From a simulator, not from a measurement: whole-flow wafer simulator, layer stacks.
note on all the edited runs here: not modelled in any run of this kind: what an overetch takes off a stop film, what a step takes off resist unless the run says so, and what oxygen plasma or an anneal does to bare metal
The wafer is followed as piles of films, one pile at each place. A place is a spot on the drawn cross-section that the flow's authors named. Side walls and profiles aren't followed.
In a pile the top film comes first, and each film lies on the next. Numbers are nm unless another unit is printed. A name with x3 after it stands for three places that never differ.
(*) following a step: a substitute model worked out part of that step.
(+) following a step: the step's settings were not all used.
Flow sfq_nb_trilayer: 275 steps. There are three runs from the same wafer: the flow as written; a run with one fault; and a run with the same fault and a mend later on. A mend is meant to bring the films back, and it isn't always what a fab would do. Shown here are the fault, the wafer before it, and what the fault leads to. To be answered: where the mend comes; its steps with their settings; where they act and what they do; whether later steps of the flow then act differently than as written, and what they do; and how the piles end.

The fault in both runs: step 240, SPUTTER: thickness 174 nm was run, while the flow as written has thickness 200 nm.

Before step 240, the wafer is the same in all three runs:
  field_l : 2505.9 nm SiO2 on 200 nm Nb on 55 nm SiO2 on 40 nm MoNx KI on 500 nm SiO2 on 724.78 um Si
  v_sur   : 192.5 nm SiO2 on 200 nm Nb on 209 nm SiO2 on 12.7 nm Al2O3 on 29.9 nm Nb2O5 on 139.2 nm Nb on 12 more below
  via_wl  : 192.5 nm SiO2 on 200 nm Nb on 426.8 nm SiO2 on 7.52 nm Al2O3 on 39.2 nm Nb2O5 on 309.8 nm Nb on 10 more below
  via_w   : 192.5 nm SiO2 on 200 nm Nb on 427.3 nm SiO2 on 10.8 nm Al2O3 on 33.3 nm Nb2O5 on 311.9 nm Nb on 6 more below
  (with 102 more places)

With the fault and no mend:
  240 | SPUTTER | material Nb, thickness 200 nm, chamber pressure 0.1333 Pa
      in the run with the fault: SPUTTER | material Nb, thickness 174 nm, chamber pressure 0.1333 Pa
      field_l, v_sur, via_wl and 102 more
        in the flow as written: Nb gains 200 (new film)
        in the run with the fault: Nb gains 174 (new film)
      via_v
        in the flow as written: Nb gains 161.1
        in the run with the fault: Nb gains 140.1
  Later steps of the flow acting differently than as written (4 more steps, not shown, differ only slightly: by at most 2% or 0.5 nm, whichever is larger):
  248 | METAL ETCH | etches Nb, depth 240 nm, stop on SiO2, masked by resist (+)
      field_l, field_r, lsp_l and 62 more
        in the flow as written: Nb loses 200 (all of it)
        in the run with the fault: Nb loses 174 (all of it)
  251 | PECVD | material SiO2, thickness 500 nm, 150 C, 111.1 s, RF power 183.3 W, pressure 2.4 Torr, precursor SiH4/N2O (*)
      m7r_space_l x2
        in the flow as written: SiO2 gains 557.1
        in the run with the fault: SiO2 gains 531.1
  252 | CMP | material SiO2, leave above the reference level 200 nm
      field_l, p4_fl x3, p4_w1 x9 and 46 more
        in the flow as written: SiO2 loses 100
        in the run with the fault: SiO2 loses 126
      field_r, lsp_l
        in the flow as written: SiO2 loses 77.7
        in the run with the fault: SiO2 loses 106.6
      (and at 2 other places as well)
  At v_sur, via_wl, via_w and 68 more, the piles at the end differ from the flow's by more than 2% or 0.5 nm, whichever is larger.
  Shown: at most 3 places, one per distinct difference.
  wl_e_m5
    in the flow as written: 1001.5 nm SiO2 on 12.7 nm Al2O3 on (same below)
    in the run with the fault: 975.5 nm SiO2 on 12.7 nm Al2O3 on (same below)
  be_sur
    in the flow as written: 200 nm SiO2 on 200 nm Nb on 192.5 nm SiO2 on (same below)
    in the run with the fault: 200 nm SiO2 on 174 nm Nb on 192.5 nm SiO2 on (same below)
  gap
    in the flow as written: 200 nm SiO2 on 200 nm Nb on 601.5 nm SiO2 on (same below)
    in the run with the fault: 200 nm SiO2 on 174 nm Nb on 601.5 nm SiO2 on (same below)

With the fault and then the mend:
  After step 240 comes the mend.
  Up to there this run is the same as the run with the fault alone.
  240a | SPUTTER | material Nb, thickness 26 nm, chamber pressure 0.1333 Pa (the flow's step 240, run once more with other settings)
      field_l, v_sur, via_wl and 102 more
        Nb gains 26
      via_v
        Nb gains 18.7
  Later steps of the flow that are run all act as written at every place that is followed, up to a difference of at most 2% or 0.5 nm, whichever is larger.
  At the end the piles are close to the flow's at the places that both follow, differing by at most 2% or 0.5 nm, whichever is larger.
